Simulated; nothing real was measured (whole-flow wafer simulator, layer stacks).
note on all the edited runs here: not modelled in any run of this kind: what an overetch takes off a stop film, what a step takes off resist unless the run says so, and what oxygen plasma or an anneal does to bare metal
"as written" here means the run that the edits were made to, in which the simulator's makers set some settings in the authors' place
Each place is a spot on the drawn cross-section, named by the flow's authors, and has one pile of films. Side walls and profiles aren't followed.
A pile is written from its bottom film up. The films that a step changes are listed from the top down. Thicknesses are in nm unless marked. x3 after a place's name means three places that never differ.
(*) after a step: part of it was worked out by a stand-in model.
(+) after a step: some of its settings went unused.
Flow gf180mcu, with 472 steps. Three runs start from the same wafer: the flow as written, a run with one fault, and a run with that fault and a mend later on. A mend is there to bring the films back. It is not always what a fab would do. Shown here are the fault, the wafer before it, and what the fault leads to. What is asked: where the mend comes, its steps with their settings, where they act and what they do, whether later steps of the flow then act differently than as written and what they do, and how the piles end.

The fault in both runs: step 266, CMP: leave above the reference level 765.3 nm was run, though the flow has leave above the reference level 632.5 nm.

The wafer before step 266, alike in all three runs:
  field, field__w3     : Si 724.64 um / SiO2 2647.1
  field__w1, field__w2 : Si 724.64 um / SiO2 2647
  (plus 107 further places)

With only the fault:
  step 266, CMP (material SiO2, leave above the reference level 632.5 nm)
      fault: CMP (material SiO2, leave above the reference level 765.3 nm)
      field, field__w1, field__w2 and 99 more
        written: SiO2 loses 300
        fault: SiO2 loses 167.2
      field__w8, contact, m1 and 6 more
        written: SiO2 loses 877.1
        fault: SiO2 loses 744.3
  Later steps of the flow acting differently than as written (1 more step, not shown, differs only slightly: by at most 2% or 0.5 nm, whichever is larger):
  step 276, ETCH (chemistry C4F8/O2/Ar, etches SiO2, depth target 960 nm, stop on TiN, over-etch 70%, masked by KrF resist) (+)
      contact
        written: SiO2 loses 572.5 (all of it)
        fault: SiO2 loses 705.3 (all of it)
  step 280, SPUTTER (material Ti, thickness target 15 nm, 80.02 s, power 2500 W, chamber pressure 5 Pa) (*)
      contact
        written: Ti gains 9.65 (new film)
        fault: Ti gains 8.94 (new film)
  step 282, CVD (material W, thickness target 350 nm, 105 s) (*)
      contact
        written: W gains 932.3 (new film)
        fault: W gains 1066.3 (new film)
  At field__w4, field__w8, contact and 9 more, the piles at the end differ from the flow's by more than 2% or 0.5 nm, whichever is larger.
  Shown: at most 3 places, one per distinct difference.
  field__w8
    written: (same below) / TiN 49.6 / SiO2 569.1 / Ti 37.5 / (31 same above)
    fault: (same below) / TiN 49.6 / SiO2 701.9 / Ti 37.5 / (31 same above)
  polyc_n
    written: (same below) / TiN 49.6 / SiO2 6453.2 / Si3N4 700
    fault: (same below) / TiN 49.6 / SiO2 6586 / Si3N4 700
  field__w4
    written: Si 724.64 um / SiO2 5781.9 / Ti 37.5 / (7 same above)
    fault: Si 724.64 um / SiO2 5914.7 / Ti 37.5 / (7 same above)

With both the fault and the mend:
  After step 266 comes the mend.
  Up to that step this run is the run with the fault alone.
  step 266a, CMP (material SiO2, leave above the reference level 632.5 nm) (the flow's step 266, run once more)
      field, field__w1, field__w2 and 108 more
        SiO2 loses 132.8
  None of the later steps of the flow acts differently than as written at any place that is followed.
  At every place that both follow, the piles at the end match the flow's.
